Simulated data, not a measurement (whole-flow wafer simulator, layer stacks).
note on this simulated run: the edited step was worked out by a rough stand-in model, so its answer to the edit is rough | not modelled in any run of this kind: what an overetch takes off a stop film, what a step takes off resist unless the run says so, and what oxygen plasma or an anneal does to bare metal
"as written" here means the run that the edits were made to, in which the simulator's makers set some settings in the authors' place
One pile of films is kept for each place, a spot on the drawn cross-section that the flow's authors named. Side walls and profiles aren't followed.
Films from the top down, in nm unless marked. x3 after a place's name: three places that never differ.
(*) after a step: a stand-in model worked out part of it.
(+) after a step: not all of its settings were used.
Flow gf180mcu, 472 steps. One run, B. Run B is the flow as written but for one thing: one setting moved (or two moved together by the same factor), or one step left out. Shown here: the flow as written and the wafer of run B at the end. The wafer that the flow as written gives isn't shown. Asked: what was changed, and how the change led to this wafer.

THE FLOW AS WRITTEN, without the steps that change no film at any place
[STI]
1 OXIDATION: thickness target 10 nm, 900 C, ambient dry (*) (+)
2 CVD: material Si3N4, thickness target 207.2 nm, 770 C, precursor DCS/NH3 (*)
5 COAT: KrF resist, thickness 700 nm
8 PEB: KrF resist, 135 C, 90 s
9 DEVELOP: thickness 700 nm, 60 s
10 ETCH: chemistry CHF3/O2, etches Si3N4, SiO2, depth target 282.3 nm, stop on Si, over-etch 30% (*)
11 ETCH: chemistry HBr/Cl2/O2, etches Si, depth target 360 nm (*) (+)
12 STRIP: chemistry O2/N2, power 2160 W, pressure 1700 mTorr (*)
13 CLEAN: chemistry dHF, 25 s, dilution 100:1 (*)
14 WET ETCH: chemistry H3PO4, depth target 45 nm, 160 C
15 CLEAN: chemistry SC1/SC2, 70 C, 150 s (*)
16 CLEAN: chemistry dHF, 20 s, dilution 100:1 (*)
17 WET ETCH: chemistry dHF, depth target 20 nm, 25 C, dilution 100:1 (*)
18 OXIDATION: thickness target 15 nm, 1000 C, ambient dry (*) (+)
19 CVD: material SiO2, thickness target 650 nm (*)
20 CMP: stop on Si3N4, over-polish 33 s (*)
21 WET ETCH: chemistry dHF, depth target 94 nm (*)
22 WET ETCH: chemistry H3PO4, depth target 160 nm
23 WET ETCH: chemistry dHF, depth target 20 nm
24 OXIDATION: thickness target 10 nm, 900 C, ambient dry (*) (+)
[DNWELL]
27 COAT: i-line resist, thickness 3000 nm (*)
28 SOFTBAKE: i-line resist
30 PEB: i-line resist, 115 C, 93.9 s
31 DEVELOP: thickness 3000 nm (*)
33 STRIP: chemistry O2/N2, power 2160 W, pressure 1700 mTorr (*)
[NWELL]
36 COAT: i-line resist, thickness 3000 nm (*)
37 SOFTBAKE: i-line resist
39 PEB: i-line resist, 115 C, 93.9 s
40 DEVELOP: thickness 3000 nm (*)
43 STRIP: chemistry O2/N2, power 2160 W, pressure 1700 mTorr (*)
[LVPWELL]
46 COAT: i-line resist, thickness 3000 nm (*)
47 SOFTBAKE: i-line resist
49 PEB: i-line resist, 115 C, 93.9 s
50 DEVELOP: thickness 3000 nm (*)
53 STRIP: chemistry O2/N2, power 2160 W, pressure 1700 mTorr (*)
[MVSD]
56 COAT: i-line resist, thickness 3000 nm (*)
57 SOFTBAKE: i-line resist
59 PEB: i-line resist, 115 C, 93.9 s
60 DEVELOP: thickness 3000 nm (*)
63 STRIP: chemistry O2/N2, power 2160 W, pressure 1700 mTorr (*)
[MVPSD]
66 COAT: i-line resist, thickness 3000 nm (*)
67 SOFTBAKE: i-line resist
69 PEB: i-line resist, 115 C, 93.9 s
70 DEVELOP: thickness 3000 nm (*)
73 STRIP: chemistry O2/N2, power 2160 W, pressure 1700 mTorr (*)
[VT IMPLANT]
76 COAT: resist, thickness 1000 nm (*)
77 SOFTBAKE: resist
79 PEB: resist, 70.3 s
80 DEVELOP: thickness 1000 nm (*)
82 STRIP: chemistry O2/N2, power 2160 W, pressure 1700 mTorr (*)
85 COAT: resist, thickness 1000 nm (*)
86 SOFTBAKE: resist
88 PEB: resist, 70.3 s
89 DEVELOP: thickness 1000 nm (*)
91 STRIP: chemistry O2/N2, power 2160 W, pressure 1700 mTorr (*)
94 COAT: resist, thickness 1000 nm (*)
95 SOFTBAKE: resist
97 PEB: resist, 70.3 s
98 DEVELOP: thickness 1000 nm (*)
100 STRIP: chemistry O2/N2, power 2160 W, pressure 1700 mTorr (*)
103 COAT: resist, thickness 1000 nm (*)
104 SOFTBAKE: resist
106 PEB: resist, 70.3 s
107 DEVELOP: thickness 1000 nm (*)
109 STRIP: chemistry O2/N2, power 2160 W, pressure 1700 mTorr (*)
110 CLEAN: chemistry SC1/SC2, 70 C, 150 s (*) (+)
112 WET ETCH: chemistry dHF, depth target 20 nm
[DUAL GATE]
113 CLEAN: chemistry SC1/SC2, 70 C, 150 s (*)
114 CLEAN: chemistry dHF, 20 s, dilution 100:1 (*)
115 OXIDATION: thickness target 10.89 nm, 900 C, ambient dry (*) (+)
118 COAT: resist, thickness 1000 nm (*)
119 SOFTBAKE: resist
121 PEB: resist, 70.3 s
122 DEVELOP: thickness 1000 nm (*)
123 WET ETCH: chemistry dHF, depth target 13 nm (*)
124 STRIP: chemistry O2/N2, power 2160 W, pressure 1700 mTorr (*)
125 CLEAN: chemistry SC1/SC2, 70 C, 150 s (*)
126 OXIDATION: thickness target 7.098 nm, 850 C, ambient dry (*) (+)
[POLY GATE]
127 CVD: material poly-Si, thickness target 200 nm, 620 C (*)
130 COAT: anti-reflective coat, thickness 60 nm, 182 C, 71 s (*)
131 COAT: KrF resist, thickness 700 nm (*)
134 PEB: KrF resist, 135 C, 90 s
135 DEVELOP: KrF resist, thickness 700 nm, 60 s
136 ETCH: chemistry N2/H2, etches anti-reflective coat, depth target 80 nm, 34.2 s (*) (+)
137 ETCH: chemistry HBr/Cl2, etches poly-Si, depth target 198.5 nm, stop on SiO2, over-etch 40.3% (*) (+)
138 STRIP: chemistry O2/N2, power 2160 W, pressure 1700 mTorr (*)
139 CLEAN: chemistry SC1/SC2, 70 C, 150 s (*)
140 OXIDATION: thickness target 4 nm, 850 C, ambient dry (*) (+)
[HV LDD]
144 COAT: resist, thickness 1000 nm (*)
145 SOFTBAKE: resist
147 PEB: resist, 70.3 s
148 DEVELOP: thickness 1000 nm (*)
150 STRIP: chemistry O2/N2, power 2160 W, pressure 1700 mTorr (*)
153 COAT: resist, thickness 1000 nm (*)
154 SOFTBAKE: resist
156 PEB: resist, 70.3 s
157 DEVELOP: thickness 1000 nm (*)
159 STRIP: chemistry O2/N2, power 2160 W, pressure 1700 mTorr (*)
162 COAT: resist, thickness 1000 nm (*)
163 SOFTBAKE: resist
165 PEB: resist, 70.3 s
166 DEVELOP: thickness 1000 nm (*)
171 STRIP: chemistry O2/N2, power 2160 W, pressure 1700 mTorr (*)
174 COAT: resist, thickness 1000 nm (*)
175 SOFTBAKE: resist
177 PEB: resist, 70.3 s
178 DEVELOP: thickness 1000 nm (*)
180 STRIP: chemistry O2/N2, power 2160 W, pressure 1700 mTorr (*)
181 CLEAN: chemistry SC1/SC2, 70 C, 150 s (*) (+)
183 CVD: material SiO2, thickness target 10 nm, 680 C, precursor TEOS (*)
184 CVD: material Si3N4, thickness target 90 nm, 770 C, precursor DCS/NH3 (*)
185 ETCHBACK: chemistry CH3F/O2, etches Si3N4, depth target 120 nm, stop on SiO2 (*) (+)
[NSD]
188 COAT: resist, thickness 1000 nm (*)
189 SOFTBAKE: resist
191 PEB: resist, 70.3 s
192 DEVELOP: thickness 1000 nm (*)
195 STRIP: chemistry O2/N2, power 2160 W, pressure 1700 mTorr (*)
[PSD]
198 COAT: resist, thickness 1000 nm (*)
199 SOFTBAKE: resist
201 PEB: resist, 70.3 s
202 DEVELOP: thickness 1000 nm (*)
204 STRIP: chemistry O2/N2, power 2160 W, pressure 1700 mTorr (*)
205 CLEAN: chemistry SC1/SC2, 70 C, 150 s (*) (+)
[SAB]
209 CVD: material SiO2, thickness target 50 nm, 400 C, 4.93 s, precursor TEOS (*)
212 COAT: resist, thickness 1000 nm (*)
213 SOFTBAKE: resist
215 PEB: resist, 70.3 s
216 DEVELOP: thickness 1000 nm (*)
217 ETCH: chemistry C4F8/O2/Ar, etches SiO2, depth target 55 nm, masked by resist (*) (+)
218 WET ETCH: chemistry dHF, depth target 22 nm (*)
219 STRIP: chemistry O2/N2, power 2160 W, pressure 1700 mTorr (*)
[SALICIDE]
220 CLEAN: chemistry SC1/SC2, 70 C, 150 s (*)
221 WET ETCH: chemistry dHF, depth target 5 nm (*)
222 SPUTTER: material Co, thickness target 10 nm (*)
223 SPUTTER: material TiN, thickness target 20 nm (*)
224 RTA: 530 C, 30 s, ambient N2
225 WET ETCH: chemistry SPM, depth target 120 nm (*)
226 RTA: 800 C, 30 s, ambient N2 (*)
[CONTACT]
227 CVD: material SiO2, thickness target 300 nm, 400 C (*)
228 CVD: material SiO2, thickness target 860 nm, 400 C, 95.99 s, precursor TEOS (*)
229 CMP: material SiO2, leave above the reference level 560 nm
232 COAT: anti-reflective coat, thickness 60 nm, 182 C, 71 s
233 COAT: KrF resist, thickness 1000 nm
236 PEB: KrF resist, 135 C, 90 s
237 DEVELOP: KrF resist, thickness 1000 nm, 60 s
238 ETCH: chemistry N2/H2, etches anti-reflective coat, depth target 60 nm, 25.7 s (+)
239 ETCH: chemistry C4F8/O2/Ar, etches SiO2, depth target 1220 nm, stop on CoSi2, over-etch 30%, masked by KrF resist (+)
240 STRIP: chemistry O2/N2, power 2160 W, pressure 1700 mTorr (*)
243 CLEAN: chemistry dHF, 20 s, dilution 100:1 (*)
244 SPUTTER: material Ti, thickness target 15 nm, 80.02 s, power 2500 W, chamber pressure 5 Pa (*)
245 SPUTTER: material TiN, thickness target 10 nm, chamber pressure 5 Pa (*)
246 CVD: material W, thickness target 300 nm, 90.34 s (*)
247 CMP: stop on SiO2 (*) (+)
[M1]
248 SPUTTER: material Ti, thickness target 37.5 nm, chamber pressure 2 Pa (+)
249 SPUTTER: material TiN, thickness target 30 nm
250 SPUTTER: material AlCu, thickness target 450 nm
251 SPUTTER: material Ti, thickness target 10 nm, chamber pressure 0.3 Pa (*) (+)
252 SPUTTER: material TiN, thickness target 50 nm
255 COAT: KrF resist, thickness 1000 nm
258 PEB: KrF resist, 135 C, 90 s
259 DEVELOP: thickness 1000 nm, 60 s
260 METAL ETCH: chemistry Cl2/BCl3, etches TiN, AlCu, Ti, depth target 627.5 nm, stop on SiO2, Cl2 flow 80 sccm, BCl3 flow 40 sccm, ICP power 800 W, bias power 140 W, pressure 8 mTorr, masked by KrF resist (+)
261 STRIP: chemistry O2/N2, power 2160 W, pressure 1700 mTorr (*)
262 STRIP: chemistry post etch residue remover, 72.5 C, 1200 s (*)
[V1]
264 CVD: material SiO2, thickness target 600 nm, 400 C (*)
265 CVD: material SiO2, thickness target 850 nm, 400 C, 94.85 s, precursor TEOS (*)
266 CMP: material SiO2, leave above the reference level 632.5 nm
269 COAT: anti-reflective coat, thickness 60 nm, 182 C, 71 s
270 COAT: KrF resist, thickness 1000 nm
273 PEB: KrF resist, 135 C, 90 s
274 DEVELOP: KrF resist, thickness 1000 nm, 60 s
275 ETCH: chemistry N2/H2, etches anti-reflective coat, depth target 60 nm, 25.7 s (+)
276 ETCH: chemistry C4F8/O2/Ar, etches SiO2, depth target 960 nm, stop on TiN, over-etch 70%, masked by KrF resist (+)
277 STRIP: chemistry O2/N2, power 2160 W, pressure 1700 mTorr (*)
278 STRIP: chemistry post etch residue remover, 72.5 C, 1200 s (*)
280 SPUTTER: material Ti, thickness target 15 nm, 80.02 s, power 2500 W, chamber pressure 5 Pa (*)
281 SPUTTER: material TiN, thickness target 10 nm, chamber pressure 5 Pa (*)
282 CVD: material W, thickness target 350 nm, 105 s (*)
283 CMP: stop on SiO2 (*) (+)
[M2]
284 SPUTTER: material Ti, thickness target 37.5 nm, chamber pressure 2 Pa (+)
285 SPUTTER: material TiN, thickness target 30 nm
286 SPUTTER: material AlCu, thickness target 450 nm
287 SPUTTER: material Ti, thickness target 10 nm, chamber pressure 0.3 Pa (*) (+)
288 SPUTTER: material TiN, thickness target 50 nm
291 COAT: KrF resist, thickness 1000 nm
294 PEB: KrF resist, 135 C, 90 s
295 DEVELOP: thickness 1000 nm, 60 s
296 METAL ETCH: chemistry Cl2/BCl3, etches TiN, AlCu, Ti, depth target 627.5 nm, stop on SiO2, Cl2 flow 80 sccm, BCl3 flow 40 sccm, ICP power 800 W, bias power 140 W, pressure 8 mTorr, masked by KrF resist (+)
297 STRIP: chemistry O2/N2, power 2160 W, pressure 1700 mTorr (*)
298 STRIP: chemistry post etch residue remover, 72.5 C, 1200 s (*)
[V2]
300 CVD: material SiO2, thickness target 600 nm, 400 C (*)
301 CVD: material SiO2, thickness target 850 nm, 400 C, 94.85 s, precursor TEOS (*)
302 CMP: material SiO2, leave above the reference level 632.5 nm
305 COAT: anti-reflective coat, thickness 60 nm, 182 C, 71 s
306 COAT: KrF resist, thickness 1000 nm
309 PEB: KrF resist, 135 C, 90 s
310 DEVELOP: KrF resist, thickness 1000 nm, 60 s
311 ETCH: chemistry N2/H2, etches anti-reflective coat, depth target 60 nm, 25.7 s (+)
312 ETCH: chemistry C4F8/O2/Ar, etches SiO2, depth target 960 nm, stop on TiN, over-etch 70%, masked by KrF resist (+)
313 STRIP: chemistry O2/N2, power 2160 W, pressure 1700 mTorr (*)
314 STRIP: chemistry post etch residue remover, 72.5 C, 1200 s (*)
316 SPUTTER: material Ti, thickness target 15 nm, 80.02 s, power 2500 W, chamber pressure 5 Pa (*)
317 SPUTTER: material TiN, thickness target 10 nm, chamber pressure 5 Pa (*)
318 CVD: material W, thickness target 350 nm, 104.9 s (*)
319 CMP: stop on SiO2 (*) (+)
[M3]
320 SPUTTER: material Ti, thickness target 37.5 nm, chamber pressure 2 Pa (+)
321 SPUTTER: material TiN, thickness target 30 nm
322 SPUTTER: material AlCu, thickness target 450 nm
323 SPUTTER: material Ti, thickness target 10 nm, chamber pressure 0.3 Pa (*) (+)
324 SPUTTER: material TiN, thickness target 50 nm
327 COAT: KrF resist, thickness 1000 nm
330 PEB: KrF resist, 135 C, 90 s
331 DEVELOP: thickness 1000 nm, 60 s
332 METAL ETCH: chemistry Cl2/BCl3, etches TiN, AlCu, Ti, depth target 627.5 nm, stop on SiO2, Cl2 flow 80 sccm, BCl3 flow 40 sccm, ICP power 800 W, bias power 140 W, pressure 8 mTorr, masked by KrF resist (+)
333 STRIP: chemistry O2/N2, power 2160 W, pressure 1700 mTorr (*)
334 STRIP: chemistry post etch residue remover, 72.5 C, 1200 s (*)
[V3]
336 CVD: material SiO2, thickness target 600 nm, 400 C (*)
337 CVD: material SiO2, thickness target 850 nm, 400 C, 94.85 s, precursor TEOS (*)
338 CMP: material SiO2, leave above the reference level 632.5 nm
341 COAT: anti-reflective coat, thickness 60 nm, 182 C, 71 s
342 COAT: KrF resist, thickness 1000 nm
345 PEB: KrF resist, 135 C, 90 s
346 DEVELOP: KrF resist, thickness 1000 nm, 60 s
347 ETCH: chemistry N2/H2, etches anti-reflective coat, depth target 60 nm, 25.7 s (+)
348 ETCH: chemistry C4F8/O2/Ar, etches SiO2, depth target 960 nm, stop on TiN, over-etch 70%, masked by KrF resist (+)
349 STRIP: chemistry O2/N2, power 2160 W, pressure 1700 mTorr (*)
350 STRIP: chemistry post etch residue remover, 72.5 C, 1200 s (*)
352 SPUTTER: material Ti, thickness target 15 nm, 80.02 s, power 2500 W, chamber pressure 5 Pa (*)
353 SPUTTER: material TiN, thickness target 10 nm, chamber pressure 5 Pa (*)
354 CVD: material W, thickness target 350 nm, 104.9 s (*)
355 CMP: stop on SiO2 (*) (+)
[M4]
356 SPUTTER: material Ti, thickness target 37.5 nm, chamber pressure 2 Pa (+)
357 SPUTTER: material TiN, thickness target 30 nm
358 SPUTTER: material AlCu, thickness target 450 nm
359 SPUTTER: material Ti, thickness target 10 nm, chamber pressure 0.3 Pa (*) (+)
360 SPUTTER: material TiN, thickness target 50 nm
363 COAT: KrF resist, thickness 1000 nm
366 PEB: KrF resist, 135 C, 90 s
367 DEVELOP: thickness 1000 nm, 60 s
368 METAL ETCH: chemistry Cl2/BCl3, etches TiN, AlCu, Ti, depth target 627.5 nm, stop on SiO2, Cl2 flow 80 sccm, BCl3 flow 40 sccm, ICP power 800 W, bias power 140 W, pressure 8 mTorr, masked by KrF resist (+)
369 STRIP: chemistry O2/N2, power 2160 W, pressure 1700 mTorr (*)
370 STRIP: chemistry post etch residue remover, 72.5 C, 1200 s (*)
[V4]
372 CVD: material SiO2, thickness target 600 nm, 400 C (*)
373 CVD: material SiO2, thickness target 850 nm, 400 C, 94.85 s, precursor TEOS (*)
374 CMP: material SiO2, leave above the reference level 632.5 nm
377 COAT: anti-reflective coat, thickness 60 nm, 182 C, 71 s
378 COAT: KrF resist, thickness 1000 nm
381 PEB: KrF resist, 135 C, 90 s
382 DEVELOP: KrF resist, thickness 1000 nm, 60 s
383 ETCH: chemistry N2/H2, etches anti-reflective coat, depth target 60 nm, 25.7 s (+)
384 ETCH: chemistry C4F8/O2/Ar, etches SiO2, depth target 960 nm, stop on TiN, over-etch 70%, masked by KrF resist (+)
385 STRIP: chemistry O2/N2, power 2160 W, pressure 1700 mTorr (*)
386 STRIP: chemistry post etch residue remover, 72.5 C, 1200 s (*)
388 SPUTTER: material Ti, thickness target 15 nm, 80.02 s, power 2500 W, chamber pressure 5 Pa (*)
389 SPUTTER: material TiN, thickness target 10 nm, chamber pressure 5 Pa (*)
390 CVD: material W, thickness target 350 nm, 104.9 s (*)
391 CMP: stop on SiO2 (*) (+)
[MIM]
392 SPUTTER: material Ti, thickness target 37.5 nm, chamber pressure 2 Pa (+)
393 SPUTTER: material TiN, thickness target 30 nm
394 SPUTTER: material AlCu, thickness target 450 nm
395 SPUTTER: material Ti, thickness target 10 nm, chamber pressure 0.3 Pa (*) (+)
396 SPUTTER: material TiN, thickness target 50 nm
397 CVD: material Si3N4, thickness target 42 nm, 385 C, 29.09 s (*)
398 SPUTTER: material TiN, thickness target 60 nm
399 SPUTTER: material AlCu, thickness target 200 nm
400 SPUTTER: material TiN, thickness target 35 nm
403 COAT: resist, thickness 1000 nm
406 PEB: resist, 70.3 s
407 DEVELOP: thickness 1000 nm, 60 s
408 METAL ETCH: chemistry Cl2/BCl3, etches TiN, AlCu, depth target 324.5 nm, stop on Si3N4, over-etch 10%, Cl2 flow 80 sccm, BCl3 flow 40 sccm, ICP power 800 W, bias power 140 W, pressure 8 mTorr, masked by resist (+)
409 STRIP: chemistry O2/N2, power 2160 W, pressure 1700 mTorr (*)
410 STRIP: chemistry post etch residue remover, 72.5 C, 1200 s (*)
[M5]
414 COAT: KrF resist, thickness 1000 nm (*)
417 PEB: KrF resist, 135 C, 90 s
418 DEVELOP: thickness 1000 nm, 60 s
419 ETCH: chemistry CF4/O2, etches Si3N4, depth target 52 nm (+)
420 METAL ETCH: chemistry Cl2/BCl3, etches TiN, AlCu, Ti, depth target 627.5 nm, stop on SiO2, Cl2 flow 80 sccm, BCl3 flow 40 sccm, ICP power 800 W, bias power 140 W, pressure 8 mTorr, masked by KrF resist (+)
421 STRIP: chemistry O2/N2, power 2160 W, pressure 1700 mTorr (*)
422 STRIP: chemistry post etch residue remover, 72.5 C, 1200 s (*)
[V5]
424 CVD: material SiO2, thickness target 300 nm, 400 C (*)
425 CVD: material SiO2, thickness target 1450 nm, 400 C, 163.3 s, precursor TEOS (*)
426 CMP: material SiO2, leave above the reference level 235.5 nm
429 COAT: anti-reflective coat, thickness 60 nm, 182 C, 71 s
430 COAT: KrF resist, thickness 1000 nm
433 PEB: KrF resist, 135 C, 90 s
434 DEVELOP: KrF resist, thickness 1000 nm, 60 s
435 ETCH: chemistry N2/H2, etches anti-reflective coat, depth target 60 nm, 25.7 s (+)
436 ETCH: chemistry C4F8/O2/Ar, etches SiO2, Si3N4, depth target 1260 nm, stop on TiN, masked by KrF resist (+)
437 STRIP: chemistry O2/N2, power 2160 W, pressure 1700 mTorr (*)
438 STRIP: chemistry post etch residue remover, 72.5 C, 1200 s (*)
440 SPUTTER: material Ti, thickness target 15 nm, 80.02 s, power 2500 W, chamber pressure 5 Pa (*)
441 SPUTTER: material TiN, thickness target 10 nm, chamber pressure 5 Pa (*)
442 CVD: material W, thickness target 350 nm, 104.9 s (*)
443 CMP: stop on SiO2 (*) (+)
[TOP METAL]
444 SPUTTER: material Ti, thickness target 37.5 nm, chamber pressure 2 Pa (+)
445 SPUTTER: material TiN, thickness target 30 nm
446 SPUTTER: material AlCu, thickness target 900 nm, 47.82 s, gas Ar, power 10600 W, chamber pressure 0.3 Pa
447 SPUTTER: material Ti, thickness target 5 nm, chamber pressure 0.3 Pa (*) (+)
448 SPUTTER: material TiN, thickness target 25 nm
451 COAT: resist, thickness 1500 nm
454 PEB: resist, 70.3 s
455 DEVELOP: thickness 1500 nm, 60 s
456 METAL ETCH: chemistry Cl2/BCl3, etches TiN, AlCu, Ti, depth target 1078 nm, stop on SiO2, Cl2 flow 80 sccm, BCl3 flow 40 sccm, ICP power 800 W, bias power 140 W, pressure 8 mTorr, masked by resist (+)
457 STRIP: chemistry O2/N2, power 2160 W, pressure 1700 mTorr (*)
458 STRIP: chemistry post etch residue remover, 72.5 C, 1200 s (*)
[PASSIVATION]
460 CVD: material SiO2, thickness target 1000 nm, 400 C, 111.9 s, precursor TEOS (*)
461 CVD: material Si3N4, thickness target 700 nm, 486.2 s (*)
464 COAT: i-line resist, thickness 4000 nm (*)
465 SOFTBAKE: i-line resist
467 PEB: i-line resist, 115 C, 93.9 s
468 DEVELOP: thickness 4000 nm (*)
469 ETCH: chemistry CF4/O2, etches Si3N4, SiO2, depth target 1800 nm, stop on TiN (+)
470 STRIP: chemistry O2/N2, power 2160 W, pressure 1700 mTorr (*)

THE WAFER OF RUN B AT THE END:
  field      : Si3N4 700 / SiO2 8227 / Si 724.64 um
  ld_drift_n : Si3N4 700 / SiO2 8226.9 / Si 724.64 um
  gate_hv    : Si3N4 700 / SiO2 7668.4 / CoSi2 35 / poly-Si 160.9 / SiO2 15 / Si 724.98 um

The cause: step 126, OXIDATION: thickness target 7.985 nm was run, where the flow has thickness target 7.098 nm.

How the change led to this, step by step:
  126 OXIDATION: thickness target 7.098 nm, 850 C, ambient dry (*) (+)
      gate_hv, active_hv, active_nat and 25 more: SiO2 +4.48, Si -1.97 (as written it would be: SiO2 +3.72, Si -1.64)
      active, n_well, p_well and 12 more: SiO2 +7.99 (new film), chemical SiO2 -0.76 (all of it), Si -3.18 (as written it would be: SiO2 +7.1 (new film), chemical SiO2 -0.76 (all of it), Si -2.79)
  189 SOFTBAKE: resist
      nw_enc_fld_lv__w3: resist -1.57 (as written it would be: resist +2.11)
  199 SOFTBAKE: resist
      nw_enc_fld_lv__w3: resist -1.57 (as written it would be: resist +2.11)
  218 WET ETCH: chemistry dHF, depth target 22 nm (*)
      active, p_well, sd_n, iso_ptap_pw, iso_ntap_nw, iso_ptap_sub, vpnp_e: SiO2 -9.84 (all of it) (as written it would be: SiO2 -9.01 (all of it))
      ldn_tap, ldn_src, ldn_drn, ldp_tap, ldp_src, ldp_drn, ldp_gr: SiO2 -16.7 (all of it) (as written it would be: SiO2 -16 (all of it))
      (and at 9 more places)
